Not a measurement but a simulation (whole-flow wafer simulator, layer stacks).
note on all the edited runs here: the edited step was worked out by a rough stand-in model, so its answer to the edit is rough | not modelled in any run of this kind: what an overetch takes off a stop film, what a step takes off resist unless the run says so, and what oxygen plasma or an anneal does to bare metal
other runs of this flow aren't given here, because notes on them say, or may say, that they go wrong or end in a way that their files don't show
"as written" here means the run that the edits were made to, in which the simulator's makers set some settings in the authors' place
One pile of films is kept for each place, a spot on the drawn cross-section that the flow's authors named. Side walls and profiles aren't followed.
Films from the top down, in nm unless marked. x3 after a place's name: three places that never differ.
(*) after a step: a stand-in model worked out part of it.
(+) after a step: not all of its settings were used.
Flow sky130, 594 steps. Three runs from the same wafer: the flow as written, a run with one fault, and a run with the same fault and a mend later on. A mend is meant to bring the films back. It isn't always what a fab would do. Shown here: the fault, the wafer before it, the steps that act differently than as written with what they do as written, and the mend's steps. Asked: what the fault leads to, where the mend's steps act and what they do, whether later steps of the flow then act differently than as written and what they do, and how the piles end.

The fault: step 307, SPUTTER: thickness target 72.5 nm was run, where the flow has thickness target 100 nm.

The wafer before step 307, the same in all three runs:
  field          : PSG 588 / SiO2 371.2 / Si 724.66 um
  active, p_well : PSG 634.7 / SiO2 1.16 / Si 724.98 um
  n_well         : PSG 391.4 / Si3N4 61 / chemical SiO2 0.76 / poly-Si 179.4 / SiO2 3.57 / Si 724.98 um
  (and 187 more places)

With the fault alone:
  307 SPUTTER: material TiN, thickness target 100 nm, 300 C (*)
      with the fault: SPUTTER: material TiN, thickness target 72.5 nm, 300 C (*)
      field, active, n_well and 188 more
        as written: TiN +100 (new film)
        with the fault: TiN +72.5 (new film)
  Later steps of the flow that act differently than as written:
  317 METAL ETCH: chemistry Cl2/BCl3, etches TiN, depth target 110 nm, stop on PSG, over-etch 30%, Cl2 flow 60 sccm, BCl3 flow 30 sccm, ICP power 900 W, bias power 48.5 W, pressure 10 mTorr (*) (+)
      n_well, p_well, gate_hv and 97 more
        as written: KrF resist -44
        with the fault: KrF resist -37
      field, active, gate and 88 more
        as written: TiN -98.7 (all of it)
        with the fault: TiN -71.2 (all of it)
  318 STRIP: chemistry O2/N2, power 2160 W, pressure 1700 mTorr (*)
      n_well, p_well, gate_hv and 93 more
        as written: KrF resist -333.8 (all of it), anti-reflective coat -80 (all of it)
        with the fault: KrF resist -340.8 (all of it), anti-reflective coat -80 (all of it)
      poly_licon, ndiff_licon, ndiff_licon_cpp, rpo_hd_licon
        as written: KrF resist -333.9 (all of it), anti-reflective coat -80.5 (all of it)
        with the fault: KrF resist -340.9 (all of it), anti-reflective coat -80.5 (all of it)
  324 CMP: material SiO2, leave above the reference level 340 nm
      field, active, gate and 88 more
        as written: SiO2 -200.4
        with the fault: SiO2 -227.9
  At the end the piles differ from the flow's by more than 2% or 0.5 nm, whichever is larger, at n_well, p_well, gate_hv and 110 more.
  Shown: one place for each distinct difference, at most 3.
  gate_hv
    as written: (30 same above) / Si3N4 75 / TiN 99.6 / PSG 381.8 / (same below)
    with the fault: (30 same above) / Si3N4 75 / TiN 72.1 / PSG 381.8 / (same below)
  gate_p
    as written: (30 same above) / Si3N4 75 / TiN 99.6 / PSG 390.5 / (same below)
    with the fault: (30 same above) / Si3N4 75 / TiN 72.1 / PSG 390.5 / (same below)
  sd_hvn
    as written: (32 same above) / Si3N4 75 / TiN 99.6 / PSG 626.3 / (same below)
    with the fault: (32 same above) / Si3N4 75 / TiN 72.1 / PSG 626.3 / (same below)

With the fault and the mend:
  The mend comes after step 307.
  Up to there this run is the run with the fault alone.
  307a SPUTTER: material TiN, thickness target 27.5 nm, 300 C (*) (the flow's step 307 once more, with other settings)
      field, active, n_well and 188 more
        TiN +27.5
  No later step of the flow acts differently than as written, at any place that is followed, by more than 2% or 0.5 nm, whichever is larger.
  At the end the piles are the same as the flow's at every place that both follow.
